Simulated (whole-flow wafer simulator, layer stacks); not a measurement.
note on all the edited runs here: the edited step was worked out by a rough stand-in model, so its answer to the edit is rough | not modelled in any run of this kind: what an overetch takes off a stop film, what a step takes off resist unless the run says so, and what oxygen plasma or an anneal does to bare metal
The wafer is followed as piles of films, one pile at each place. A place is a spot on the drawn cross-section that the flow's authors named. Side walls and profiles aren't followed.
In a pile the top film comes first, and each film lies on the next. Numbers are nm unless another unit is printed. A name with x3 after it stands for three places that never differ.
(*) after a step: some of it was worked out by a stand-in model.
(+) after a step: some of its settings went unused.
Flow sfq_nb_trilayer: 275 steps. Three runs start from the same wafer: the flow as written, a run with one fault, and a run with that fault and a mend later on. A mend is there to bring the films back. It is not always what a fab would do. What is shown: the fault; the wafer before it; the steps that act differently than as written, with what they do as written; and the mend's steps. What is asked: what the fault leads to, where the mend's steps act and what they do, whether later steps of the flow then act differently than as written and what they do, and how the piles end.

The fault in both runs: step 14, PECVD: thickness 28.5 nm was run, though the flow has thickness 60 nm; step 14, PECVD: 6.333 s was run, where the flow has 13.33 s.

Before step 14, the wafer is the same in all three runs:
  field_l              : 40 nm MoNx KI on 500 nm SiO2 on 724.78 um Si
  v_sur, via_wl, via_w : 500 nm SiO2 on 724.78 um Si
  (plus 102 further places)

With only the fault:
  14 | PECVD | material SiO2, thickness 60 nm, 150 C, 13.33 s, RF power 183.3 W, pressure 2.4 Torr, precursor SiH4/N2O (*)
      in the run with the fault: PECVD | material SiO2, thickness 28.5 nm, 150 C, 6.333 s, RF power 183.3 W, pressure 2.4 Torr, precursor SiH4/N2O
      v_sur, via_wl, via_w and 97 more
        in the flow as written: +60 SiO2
        in the run with the fault: +28.5 SiO2
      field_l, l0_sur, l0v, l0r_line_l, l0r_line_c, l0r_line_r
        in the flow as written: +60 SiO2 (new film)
        in the run with the fault: +28.5 SiO2 (new film)
  Steps further on in the flow that do not act as written (not shown: 10 more steps that differ only slightly, by at most 2% or 0.5 nm, whichever is larger):
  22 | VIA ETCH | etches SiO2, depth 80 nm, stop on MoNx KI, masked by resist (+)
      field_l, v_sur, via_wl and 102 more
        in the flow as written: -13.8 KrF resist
        in the run with the fault: -7.33 KrF resist
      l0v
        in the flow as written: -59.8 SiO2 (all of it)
        in the run with the fault: -28.3 SiO2 (all of it)
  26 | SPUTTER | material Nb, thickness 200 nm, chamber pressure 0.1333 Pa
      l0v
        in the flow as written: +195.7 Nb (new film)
        in the run with the fault: +200 Nb (new film)
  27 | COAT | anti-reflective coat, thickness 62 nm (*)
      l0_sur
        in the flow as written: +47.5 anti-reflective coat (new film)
        in the run with the fault: +50.8 anti-reflective coat (new film)
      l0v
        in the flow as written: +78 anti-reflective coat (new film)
        in the run with the fault: +68.2 anti-reflective coat (new film)
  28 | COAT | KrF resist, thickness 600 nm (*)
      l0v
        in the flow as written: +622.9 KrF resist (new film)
        in the run with the fault: +604 KrF resist (new film)
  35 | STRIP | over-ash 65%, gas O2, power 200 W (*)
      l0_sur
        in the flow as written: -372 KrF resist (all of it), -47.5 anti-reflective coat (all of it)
        in the run with the fault: -373.9 KrF resist (all of it), -50.8 anti-reflective coat (all of it)
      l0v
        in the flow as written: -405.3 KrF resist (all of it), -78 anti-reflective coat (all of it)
        in the run with the fault: -386.4 KrF resist (all of it), -68.2 anti-reflective coat (all of it)
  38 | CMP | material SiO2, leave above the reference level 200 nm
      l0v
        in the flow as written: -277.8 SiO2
        in the run with the fault: -313.6 SiO2
  The piles end different from the flow's at field_l, v_sur, via_wl and 100 more by more than 2% or 0.5 nm, whichever is larger.
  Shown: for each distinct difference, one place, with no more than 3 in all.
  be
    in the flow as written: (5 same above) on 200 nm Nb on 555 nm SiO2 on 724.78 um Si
    in the run with the fault: (5 same above) on 200 nm Nb on 523.5 nm SiO2 on 724.78 um Si
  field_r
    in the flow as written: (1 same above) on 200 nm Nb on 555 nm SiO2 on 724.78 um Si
    in the run with the fault: (1 same above) on 200 nm Nb on 523.5 nm SiO2 on 724.78 um Si
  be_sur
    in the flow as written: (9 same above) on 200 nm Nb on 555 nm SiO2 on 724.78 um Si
    in the run with the fault: (9 same above) on 200 nm Nb on 523.5 nm SiO2 on 724.78 um Si

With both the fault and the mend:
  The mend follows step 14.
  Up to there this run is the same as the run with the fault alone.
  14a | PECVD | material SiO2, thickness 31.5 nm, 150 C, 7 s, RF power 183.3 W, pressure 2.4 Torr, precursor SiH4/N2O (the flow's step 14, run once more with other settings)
      field_l, v_sur, via_wl and 103 more
        +31.5 SiO2
  Every later step of the flow that is run acts as written, at every place that is followed, to within 2% or 0.5 nm, whichever is larger.
  At every place that both follow, the piles at the end match the flow's.
